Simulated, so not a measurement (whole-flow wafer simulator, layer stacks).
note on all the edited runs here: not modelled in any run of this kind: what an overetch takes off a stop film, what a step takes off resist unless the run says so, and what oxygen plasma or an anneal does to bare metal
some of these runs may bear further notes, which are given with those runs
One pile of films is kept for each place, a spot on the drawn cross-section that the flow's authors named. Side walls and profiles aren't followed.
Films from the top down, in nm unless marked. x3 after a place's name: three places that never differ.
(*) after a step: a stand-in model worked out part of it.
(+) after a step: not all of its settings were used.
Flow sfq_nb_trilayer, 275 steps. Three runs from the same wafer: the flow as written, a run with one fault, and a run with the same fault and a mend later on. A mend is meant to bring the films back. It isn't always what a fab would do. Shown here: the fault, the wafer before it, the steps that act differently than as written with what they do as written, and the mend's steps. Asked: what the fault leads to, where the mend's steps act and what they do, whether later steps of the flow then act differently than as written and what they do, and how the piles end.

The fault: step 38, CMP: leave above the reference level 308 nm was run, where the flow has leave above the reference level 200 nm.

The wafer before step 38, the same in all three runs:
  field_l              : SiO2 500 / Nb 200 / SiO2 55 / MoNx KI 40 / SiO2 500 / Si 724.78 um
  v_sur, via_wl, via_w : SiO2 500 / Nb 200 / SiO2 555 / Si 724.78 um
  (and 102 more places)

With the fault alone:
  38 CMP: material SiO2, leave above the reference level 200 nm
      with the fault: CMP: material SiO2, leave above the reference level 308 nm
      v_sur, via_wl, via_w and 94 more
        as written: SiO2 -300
        with the fault: SiO2 -192
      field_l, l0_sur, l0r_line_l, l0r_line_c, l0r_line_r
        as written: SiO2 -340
        with the fault: SiO2 -232
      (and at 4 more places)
  Later steps of the flow that act differently than as written (4 more steps differ only slightly, by at most 2% or 0.5 nm, whichever is larger, and aren't shown):
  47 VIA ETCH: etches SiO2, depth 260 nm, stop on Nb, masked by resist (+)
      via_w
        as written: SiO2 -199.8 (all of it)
        with the fault: SiO2 -260
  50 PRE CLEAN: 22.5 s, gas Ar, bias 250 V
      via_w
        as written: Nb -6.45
        with the fault: SiO2 -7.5
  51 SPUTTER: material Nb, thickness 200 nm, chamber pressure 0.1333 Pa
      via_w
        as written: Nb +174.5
        with the fault: Nb +163.1 (new film)
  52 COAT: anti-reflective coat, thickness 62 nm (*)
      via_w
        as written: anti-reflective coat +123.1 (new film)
        with the fault: anti-reflective coat +136.1 (new film)
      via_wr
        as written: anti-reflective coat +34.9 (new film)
        with the fault: anti-reflective coat +33.2 (new film)
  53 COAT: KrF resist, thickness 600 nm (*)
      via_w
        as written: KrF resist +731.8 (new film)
        with the fault: KrF resist +781.6 (new film)
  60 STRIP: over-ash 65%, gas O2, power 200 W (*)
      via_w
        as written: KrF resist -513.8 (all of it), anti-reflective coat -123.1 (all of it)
        with the fault: KrF resist -563.6 (all of it), anti-reflective coat -136.1 (all of it)
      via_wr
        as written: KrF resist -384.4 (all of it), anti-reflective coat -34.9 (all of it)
        with the fault: KrF resist -378.6 (all of it), anti-reflective coat -33.2 (all of it)
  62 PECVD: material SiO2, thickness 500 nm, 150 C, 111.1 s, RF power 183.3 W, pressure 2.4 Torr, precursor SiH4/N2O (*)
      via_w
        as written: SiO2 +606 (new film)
        with the fault: SiO2 +678.7 (new film)
  At the end the piles differ from the flow's by more than 2% or 0.5 nm, whichever is larger, at field_l, v_sur, via_wl and 103 more.
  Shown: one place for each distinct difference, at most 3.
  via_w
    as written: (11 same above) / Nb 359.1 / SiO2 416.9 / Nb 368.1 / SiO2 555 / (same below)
    with the fault: (11 same above) / Nb 359.1 / SiO2 489.6 / Nb 163.1 / SiO2 40.3 / Nb 200 / SiO2 555 / (same below)
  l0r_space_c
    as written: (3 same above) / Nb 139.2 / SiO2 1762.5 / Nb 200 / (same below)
    with the fault: (3 same above) / Nb 139.2 / SiO2 1870.5 / Nb 200 / (same below)
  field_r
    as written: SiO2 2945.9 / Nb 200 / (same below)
    with the fault: SiO2 3053.9 / Nb 200 / (same below)

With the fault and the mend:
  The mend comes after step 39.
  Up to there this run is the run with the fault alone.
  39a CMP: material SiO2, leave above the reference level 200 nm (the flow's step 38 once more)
      field_l, v_sur, via_wl and 103 more
        SiO2 -108
  No later step of the flow acts differently than as written at any place that is followed.
  At the end the piles are the same as the flow's at every place that both follow.
